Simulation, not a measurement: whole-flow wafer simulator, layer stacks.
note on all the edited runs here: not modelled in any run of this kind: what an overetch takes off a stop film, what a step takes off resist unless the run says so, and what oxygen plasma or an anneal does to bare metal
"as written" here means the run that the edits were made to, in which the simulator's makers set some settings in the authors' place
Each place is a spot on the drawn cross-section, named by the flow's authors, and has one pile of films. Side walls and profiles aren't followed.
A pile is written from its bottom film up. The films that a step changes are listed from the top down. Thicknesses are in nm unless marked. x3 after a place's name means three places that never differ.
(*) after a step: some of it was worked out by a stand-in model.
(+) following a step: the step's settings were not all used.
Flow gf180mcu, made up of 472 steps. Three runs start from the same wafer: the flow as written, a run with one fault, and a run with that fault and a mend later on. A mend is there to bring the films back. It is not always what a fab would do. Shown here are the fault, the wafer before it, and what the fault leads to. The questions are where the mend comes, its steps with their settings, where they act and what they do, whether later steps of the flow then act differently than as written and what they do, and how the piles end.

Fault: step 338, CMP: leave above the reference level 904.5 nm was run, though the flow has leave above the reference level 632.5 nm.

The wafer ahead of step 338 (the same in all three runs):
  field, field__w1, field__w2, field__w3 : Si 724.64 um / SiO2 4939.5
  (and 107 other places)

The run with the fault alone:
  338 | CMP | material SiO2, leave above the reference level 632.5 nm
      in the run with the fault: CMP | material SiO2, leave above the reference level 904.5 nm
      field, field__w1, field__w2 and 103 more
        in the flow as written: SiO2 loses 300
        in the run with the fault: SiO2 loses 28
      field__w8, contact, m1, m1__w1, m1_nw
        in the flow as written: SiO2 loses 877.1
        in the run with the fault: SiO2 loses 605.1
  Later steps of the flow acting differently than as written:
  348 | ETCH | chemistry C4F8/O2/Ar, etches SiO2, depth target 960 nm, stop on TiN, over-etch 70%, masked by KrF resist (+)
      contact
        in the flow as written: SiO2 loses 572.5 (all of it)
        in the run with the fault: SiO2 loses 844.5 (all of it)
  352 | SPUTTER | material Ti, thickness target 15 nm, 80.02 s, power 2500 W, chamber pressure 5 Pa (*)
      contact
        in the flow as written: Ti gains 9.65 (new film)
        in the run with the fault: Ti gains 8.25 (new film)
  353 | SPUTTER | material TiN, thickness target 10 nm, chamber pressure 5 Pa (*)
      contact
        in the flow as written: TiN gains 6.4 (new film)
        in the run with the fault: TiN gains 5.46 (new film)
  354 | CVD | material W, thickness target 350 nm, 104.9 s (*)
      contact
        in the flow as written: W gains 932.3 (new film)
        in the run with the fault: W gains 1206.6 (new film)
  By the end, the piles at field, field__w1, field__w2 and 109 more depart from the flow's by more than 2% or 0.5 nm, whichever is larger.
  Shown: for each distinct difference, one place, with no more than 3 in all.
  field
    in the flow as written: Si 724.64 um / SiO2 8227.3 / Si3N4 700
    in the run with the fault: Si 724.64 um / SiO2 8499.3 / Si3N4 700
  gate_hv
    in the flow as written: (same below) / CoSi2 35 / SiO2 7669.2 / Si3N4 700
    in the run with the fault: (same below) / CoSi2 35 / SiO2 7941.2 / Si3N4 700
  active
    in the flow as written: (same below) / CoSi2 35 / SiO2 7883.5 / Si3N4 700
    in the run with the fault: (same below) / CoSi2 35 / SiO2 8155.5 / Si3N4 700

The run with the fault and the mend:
  The mend follows step 338.
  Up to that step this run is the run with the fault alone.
  338a | CMP | material SiO2, leave above the reference level 632.5 nm (the flow's step 338 again)
      field, field__w1, field__w2 and 108 more
        SiO2 loses 272
  Every later step of the flow that is run acts as written at every place that is followed.
  At every place that both follow, the piles at the end match the flow's.
